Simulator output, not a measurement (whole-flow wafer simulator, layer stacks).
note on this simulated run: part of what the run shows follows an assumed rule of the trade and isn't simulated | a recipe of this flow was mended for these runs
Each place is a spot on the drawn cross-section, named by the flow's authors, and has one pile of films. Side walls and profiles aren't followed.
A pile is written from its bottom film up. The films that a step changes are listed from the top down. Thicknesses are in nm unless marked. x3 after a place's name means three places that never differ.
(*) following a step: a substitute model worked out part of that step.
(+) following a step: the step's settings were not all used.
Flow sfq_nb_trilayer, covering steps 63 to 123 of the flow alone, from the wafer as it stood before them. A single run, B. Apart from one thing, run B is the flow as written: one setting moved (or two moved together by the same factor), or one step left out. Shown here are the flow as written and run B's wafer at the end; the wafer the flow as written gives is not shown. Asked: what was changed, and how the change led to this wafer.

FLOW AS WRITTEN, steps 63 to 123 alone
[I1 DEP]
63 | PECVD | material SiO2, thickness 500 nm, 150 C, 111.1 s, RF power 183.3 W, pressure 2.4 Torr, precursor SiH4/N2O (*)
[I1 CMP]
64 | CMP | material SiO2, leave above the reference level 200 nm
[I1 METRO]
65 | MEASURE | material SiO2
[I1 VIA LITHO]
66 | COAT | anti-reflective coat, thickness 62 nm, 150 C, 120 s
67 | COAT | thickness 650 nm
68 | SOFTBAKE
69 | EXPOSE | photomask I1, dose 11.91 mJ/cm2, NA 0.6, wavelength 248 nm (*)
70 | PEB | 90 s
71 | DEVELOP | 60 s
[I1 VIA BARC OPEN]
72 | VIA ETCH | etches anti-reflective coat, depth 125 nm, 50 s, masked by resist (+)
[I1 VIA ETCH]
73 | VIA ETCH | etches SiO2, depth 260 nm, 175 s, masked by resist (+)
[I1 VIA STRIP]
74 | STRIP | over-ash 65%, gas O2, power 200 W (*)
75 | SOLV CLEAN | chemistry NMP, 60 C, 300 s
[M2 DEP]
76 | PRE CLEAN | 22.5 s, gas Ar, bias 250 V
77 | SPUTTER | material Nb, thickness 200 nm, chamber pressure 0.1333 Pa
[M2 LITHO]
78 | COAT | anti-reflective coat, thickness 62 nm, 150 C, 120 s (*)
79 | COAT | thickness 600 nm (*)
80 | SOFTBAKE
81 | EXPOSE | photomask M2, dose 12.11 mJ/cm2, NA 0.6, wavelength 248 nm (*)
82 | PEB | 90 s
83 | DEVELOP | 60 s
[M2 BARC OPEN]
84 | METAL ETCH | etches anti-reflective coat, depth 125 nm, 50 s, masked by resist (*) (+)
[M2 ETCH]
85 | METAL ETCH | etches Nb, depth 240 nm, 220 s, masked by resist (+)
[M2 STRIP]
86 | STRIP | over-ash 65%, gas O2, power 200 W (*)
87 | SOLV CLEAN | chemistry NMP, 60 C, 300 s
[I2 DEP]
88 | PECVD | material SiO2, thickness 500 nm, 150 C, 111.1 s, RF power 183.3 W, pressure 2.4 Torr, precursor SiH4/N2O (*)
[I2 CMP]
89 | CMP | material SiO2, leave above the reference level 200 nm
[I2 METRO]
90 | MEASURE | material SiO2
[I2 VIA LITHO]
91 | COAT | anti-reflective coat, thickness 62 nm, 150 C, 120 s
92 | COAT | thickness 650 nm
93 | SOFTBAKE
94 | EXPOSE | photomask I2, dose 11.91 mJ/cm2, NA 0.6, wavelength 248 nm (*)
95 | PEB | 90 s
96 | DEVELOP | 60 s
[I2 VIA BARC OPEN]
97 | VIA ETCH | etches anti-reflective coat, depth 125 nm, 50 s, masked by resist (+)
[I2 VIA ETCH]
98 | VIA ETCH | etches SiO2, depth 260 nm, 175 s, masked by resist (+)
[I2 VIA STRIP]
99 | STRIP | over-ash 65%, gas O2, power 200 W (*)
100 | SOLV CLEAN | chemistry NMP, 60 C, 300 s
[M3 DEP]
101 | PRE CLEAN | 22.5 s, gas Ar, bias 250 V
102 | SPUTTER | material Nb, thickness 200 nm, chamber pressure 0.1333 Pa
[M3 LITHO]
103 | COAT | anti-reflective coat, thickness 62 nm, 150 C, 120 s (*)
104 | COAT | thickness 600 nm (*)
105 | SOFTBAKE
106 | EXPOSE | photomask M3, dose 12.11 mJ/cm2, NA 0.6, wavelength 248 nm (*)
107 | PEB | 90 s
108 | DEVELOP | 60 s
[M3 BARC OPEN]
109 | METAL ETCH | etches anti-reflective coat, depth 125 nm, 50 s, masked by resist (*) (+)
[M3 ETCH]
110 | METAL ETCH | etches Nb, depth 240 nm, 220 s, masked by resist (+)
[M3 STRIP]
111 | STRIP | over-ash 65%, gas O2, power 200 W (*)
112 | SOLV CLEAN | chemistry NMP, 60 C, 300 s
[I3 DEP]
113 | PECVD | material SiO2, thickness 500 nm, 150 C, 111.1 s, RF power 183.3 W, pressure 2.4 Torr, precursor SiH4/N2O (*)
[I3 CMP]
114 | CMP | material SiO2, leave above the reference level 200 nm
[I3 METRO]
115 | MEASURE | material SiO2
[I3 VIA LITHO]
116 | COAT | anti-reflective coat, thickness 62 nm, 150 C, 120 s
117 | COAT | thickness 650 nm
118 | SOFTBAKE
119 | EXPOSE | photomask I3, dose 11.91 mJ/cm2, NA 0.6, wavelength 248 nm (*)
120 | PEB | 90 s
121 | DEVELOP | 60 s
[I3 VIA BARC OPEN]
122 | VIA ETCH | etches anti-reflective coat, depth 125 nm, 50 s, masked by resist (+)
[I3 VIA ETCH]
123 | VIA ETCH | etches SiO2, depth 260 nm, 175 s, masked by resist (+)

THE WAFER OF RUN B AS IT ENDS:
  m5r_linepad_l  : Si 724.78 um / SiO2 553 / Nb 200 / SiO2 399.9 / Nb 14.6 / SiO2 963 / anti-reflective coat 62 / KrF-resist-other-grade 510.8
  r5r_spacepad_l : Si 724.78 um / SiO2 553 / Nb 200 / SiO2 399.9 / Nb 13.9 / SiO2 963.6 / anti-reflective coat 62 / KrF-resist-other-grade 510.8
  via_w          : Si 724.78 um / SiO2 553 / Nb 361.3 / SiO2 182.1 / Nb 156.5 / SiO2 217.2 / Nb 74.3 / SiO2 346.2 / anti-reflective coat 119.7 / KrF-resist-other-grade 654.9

Cause: step 63, PECVD: 48.61 s was run, whereas the flow has 111.1 s.

The path from the change to this, step by step:
  63 | PECVD | material SiO2, thickness 500 nm, 150 C, 111.1 s, RF power 183.3 W, pressure 2.4 Torr, precursor SiH4/N2O (*)
      field_l, be, be_sur and 72 more: SiO2 gains 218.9 (in the flow as written it would be: SiO2 gains 500)
      v_sur, via_wl, via_wr and 20 more: SiO2 gains 218.9 (new film) (in the flow as written it would be: SiO2 gains 500 (new film))
      (and at 8 other places as well)
  64 | CMP | material SiO2, leave above the reference level 200 nm
      field_l, be, be_sur and 72 more: nothing (in the flow as written it would be: SiO2 loses 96)
      lsp_m, ln_m6, lsp_r, l0_sur, l0v: nothing (in the flow as written it would be: SiO2 loses 90.8)
      (and at 26 other places as well)
  66 | COAT | anti-reflective coat, thickness 62 nm, 150 C, 120 s
      wl_a_m6, wl_a_sr, wl_b_m5: anti-reflective coat gains 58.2 (new film) (in the flow as written it would be: anti-reflective coat gains 62 (new film))
      m0r_line_l x3: anti-reflective coat gains 30 (new film) (in the flow as written it would be: anti-reflective coat gains 62 (new film))
      (and at 93 other places as well)
  67 | COAT | thickness 650 nm
      ce_l, be_r, m5r_space_l, m5r_space_r: KrF-resist-other-grade gains 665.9 (new film) (in the flow as written it would be: KrF-resist-other-grade gains 650 (new film))
      m0r_line_l x3: KrF-resist-other-grade gains 717.4 (new film) (in the flow as written it would be: KrF-resist-other-grade gains 650 (new film))
      (and at 72 other places as well)
  71 | DEVELOP | 60 s
      via_v: KrF-resist-other-grade loses 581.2 (all of it) (in the flow as written it would be: KrF-resist-other-grade loses 648.6 (all of it))
  72 | VIA ETCH | etches anti-reflective coat, depth 125 nm, 50 s, masked by resist (+)
      via_v: anti-reflective coat loses 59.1 (all of it), SiO2 loses 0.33 (in the flow as written it would be: anti-reflective coat loses 62 (all of it), SiO2 loses 0.31)
  74 | STRIP | over-ash 65%, gas O2, power 200 W (*)
      m0r_line_l x3: KrF-resist-other-grade loses 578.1 (all of it), anti-reflective coat loses 30 (all of it) (in the flow as written it would be: KrF-resist-other-grade loses 510.8 (all of it), anti-reflective coat loses 62 (all of it))
      m0r_space_l, m6r_space_l x2: KrF-resist-other-grade loses 523.6 (all of it), anti-reflective coat loses 96 (all of it) (in the flow as written it would be: KrF-resist-other-grade loses 510.8 (all of it), anti-reflective coat loses 62 (all of it))
      (and at 96 other places as well)
  77 | SPUTTER | material Nb, thickness 200 nm, chamber pressure 0.1333 Pa
      lsp_m, ln_m6, lsp_r, l0_sur, l0v: Nb gains 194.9 (new film) (in the flow as written it would be: Nb gains 200 (new film))
      be, lsp_l: Nb gains 183.1 (new film) (in the flow as written it would be: Nb gains 200 (new film))
      (and at 1 other place as well)
  78 | COAT | anti-reflective coat, thickness 62 nm, 150 C, 120 s (*)
      m0r_line_l x3, m0r_line_r x3: anti-reflective coat gains 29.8 (new film) (in the flow as written it would be: anti-reflective coat gains 62 (new film))
      m0r_space_l, m0r_space_r, m6r_space_l x2, m6r_space_r x2: anti-reflective coat gains 96.1 (new film) (in the flow as written it would be: anti-reflective coat gains 62 (new film))
      (and at 87 other places as well)
  79 | COAT | thickness 600 nm (*)
      m0r_line_l x3, m0r_line_r x3: KrF-resist-other-grade gains 665.8 (new film) (in the flow as written it would be: KrF-resist-other-grade gains 600 (new film))
      p4_fm, m5r_space_l, m5r_space_r: KrF-resist-other-grade gains 616 (new film) (in the flow as written it would be: KrF-resist-other-grade gains 600 (new film))
      (and at 67 other places as well)
  83 | DEVELOP | 60 s
      m0r_line_l x3, m0r_line_r x3: KrF-resist-other-grade loses 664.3 (all of it) (in the flow as written it would be: KrF-resist-other-grade loses 598.7 (all of it))
      m5r_line_l, m5r_line_r: KrF-resist-other-grade loses 642 (all of it) (in the flow as written it would be: KrF-resist-other-grade loses 598.7 (all of it))
      (and at 46 other places as well)
  84 | METAL ETCH | etches anti-reflective coat, depth 125 nm, 50 s, masked by resist (*) (+)
      m5r_linepad_l, m5r_linepad_r, r5r_line_l, r5r_spacepad_l, r5r_spacepad_r, m8r_pad_l, m8r_pad_r: anti-reflective coat loses 125 (in the flow as written it would be: anti-reflective coat loses 62 (all of it))
      m0r_line_l x3, m0r_line_r x3: anti-reflective coat loses 29.8 (all of it) (in the flow as written it would be: anti-reflective coat loses 62 (all of it))
      (and at 66 other places as well)
  85 | METAL ETCH | etches Nb, depth 240 nm, 220 s, masked by resist (+)
      m5r_linepad_l, m5r_linepad_r: anti-reflective coat loses 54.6 (all of it), Nb loses 185.4 (in the flow as written it would be: Nb loses 200 (all of it), SiO2 loses 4)
      r5r_spacepad_l, r5r_spacepad_r: anti-reflective coat loses 53.9 (all of it), Nb loses 186.1 (in the flow as written it would be: Nb loses 200 (all of it), SiO2 loses 4)
      (and at 10 other places as well)
  86 | STRIP | over-ash 65%, gas O2, power 200 W (*)
      v_sur: KrF-resist-other-grade loses 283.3 (all of it), anti-reflective coat loses 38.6 (all of it) (in the flow as written it would be: KrF-resist-other-grade loses 360.6 (all of it), anti-reflective coat loses 64.8 (all of it))
      via_wl: KrF-resist-other-grade loses 291 (all of it), anti-reflective coat loses 31.3 (all of it) (in the flow as written it would be: KrF-resist-other-grade loses 357.4 (all of it), anti-reflective coat loses 67.7 (all of it))
      (and at 20 other places as well)
  88 | PECVD | material SiO2, thickness 500 nm, 150 C, 111.1 s, RF power 183.3 W, pressure 2.4 Torr, precursor SiH4/N2O (*)
      m5r_linepad_l, m5r_linepad_r, r5r_spacepad_l, r5r_spacepad_r: SiO2 gains 500 (new film) (in the flow as written it would be: SiO2 gains 500)
      wl_d_sl, wl_d_sr: SiO2 gains 542.1 (in the flow as written it would be: SiO2 gains 500)
      (and at 1 other place as well)
  89 | CMP | material SiO2, leave above the reference level 200 nm
      field_l, be, be_sur and 79 more: nothing (in the flow as written it would be: SiO2 loses 96)
      via_w: SiO2 loses 157.1 (in the flow as written it would be: SiO2 loses 300)
  ... another 19 steps ...
  122 | VIA ETCH | etches anti-reflective coat, depth 125 nm, 50 s, masked by resist (+)
      via_v: anti-reflective coat loses 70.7 (all of it), SiO2 loses 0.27 (in the flow as written it would be: anti-reflective coat loses 62 (all of it), SiO2 loses 0.31)
With metal films that touch counted as one body, m5r_linepad_l has 2 bodies (between them, from the top down: SiO2 399.9); the flow as written gives 1 body.
With metal films that touch counted as one body, r5r_spacepad_l has 2 bodies (between them, from the top down: SiO2 399.9); the flow as written gives 1 body.
With metal films that touch counted as one body, via_w has 3 bodies (between them, from the top down: SiO2 217.2; SiO2 182.1); the flow as written gives 2 bodies (between them, from the top down: SiO2 423.7).
